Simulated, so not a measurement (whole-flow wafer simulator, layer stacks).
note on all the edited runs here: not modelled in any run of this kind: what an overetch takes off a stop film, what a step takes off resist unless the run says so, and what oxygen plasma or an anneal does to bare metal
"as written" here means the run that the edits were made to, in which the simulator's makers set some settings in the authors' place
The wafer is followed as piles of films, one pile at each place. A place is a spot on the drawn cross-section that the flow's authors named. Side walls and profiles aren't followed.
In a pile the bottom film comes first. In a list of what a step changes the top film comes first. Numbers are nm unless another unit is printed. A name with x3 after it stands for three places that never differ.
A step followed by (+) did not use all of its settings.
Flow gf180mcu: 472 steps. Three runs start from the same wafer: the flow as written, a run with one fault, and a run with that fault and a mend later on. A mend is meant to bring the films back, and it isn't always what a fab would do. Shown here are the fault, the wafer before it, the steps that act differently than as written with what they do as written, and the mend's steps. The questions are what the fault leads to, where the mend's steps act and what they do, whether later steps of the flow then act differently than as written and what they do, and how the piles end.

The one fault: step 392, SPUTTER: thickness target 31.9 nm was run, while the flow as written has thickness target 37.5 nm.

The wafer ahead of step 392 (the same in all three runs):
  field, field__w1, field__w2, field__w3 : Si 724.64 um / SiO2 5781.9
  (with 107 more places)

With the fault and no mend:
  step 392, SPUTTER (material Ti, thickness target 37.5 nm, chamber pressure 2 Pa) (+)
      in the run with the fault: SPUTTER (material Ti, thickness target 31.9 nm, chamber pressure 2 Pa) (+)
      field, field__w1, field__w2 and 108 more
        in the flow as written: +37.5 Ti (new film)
        in the run with the fault: +31.9 Ti (new film)
  Steps later in the flow that act otherwise than as written (1 other step is not shown; it differs only slightly, by no more than 2% or 0.5 nm, whichever is larger):
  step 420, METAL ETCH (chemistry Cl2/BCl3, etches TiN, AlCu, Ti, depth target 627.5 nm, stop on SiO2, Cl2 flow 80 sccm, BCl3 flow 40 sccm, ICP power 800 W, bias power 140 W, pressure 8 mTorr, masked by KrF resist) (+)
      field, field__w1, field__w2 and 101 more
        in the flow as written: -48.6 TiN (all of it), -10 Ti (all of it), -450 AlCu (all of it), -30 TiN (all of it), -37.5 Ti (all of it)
        in the run with the fault: -48.6 TiN (all of it), -10 Ti (all of it), -450 AlCu (all of it), -30 TiN (all of it), -31.9 Ti (all of it)
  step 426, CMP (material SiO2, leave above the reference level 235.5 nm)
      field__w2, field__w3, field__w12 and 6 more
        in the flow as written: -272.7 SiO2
        in the run with the fault: -278.5 SiO2
  At field__w4, field__w8, contact, m1, m1__w1, mim, mim_1p0, m1_nw, the piles at the end differ from the flow's by more than 2% or 0.5 nm, whichever is larger.
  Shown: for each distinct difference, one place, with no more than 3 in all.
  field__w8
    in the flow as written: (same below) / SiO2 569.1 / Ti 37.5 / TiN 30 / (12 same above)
    in the run with the fault: (same below) / SiO2 569.1 / Ti 31.9 / TiN 30 / (12 same above)
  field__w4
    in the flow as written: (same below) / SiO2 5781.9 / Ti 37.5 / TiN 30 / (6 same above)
    in the run with the fault: (same below) / SiO2 5781.9 / Ti 31.9 / TiN 30 / (6 same above)
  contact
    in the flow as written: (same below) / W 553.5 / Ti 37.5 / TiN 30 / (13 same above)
    in the run with the fault: (same below) / W 553.5 / Ti 31.9 / TiN 30 / (13 same above)

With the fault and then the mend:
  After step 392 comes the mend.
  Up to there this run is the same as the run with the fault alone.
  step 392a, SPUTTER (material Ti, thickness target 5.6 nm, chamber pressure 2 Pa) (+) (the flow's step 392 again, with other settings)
      field, field__w1, field__w2 and 108 more
        +5.6 Ti
  Later steps of the flow that are run all act as written at every place that is followed.
  By the end, the piles equal the flow's at every place that both follow.
